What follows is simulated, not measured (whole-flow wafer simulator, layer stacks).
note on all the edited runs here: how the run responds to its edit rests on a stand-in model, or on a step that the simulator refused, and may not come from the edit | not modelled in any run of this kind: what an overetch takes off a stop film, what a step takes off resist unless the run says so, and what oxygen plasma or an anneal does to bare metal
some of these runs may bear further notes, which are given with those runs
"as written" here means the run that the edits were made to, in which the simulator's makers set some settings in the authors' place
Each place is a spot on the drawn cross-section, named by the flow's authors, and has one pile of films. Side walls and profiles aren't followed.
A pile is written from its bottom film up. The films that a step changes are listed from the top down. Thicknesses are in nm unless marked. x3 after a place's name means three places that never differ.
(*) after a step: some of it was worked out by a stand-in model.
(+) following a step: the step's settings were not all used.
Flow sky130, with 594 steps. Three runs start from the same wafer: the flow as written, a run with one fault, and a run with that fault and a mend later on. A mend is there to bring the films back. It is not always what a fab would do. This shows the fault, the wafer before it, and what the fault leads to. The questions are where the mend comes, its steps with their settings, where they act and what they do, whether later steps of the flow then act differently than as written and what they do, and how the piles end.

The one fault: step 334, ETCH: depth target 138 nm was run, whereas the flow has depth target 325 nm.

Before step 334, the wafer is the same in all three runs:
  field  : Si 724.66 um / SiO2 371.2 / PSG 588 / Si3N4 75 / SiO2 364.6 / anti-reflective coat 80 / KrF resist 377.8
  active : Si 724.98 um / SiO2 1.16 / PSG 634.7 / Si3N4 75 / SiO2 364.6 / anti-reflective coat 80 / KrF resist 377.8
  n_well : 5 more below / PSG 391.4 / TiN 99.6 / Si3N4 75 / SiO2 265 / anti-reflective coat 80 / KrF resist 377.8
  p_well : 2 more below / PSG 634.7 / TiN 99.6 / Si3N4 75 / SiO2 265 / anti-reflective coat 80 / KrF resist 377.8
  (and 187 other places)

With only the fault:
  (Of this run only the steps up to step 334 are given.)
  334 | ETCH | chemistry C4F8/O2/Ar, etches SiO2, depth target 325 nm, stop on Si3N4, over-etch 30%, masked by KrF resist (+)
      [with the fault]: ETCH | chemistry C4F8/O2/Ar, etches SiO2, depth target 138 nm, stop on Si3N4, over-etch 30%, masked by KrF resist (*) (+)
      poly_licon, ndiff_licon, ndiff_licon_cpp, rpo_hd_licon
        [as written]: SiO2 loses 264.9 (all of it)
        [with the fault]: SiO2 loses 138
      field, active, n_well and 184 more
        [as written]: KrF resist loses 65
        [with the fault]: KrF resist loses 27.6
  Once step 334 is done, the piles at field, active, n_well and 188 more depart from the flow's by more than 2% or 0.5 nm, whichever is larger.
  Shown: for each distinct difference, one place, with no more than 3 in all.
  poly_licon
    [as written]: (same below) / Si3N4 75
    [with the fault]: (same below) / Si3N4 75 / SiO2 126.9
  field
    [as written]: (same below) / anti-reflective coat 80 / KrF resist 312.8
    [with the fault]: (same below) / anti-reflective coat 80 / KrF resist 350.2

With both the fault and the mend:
  After step 334 comes the mend.
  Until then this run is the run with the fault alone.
  334a | ETCH | chemistry C4F8/O2/Ar, etches SiO2, depth target 187 nm, stop on Si3N4, over-etch 30%, masked by KrF resist (+) (a further turn of the flow's step 334, with different settings)
      field, active, n_well and 184 more
        KrF resist loses 37.4
      poly_licon, ndiff_licon, ndiff_licon_cpp, rpo_hd_licon
        SiO2 loses 126.9 (all of it)
  Later steps of the flow that are run all act as written at every place that is followed.
  By the end, the piles equal the flow's at every place that both follow.
